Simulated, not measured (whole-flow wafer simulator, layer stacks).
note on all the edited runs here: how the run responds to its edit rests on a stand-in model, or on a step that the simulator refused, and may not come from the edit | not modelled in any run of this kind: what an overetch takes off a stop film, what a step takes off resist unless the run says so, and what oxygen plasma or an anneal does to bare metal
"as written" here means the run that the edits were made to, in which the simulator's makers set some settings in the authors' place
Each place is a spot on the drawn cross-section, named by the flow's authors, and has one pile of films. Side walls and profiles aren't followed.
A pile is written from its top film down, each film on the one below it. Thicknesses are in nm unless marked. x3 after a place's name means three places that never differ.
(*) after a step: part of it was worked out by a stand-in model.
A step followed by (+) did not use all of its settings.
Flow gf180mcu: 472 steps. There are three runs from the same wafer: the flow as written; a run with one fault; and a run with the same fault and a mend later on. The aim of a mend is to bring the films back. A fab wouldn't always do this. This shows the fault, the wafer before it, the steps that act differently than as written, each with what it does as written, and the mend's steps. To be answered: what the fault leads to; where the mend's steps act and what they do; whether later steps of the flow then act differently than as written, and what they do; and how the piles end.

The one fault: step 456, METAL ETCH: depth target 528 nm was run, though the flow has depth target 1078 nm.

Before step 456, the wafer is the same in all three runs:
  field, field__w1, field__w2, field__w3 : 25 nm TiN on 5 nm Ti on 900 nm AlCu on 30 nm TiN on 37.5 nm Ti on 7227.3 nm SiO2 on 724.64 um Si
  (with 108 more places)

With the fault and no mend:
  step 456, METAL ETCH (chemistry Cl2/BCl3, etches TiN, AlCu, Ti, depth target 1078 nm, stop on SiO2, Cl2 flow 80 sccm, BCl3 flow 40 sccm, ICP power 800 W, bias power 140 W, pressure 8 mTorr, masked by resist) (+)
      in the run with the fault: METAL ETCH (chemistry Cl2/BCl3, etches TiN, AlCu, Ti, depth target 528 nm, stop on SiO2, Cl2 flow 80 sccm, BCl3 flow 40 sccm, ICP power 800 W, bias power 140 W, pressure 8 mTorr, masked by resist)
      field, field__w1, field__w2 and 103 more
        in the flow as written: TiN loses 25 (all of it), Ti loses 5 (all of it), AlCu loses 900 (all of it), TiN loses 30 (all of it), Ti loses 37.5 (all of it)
        in the run with the fault: TiN loses 25 (all of it), Ti loses 5 (all of it), AlCu loses 498
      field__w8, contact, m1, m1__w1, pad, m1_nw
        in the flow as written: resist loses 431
        in the run with the fault: resist loses 211.2
  Steps further on in the flow that do not act as written:
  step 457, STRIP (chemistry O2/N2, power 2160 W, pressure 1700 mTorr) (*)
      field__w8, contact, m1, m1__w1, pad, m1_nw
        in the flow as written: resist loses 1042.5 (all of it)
        in the run with the fault: resist loses 1262.3 (all of it)
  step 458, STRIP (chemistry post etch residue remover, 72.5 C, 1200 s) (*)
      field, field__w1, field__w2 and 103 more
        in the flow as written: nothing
        in the run with the fault: AlCu loses 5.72
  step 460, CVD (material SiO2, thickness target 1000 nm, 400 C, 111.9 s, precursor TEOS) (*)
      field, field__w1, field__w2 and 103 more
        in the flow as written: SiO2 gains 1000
        in the run with the fault: SiO2 gains 1000 (new film)
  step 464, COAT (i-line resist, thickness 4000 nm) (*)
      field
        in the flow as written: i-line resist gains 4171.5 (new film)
        in the run with the fault: i-line resist gains 4077.7 (new film)
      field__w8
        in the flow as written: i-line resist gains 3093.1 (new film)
        in the run with the fault: i-line resist gains 3508.2 (new film)
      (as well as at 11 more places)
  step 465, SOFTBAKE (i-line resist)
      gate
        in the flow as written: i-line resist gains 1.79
        in the run with the fault: i-line resist loses 1.11
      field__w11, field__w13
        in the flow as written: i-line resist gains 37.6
        in the run with the fault: i-line resist gains 16.2
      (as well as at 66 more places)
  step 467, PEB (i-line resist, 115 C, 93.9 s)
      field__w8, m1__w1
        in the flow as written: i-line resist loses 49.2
        in the run with the fault: i-line resist loses 57.7
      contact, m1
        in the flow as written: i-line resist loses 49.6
        in the run with the fault: i-line resist loses 57.9
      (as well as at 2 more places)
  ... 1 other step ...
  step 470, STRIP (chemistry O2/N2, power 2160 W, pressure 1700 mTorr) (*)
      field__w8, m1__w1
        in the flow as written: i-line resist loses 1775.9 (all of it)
        in the run with the fault: i-line resist loses 2220.6 (all of it)
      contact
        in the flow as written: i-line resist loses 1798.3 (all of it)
        in the run with the fault: i-line resist loses 2229.5 (all of it)
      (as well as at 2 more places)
  At field, field__w1, field__w2 and 103 more, the piles at the end differ from the flow's by more than 2% or 0.5 nm, whichever is larger.
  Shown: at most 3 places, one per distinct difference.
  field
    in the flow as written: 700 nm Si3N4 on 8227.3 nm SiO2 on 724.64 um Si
    in the run with the fault: 700 nm Si3N4 on 1000 nm SiO2 on 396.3 nm AlCu on 30 nm TiN on 37.5 nm Ti on 7227.3 nm SiO2 on 724.64 um Si
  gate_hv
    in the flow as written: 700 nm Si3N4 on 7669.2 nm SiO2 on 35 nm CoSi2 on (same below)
    in the run with the fault: 700 nm Si3N4 on 1000 nm SiO2 on 396.3 nm AlCu on 30 nm TiN on 37.5 nm Ti on 6669.2 nm SiO2 on 35 nm CoSi2 on (same below)
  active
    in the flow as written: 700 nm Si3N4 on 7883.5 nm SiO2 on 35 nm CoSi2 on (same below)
    in the run with the fault: 700 nm Si3N4 on 1000 nm SiO2 on 396.3 nm AlCu on 30 nm TiN on 37.5 nm Ti on 6883.5 nm SiO2 on 35 nm CoSi2 on (same below)

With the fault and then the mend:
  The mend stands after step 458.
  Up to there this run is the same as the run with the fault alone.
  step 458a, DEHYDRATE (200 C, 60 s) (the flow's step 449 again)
      alters no film at any place that is followed
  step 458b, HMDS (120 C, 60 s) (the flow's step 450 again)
      alters no film at any place that is followed
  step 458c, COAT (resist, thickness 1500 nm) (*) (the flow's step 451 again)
      iso_ptap_pw, iso_ntap_nw, iso_nw_fld and 33 more
        resist gains 1500 (new film)
      field_sub, field_sub__w2, field_sub__w3 and 9 more
        resist gains 1507 (new film)
      field_sub__w1, field_sub__w5, ld_fp_n, ld_drift_n, ld_drn_n, nw_enc_fld, nw_enc_fld__w1
        resist gains 1507.1 (new film)
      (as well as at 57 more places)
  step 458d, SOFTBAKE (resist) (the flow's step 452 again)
      field__w5, field__w9
        resist loses 0.09
      field__w8, contact
        resist loses 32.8
      field__w11, field_sub__w5
        resist loses 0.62
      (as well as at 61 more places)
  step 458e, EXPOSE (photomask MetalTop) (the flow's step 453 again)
      alters no film at any place that is followed
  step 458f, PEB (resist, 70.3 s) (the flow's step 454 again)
      iso_ptap_pw, iso_ntap_nw, iso_nw_fld and 33 more
        resist loses 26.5
      field__w2, field__w3, field__w5 and 25 more
        resist loses 26.7
      field__w6, field_sub, field_sub__w1 and 23 more
        resist loses 26.6
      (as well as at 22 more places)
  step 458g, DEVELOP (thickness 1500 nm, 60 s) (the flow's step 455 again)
      iso_ptap_pw, iso_ntap_nw, iso_nw_fld and 33 more
        resist loses 1473.5 (all of it)
      field__w7, field__w11, field__w12 and 10 more
        resist loses 1480.7 (all of it)
      p_well, sti, spacer, sd_n, mim_1p0, dice_street
        resist loses 1476 (all of it)
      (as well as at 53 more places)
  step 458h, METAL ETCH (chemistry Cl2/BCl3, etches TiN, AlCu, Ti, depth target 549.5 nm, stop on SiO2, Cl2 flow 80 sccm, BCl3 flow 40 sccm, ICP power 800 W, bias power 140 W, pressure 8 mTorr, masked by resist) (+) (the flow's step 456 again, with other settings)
      field, field__w1, field__w2 and 103 more
        AlCu loses 396.3 (all of it), TiN loses 30 (all of it), Ti loses 37.5 (all of it)
      field__w8, contact, m1, m1__w1, pad, m1_nw
        resist loses 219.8
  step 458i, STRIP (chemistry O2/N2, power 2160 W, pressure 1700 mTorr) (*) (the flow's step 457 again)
      field__w8
        resist loses 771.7 (all of it)
      contact
        resist loses 770.5 (all of it)
      m1
        resist loses 770.6 (all of it)
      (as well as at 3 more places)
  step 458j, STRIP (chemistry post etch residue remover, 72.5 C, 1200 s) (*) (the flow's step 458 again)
      field__w8, contact, m1, m1__w1, pad, m1_nw
        TiN loses 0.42
  Every later step of the flow that is run acts as written, at every place that is followed, to within 2% or 0.5 nm, whichever is larger.
  The piles end only slightly different from the flow's at the places that both follow, by no more than 2% or 0.5 nm, whichever is larger.
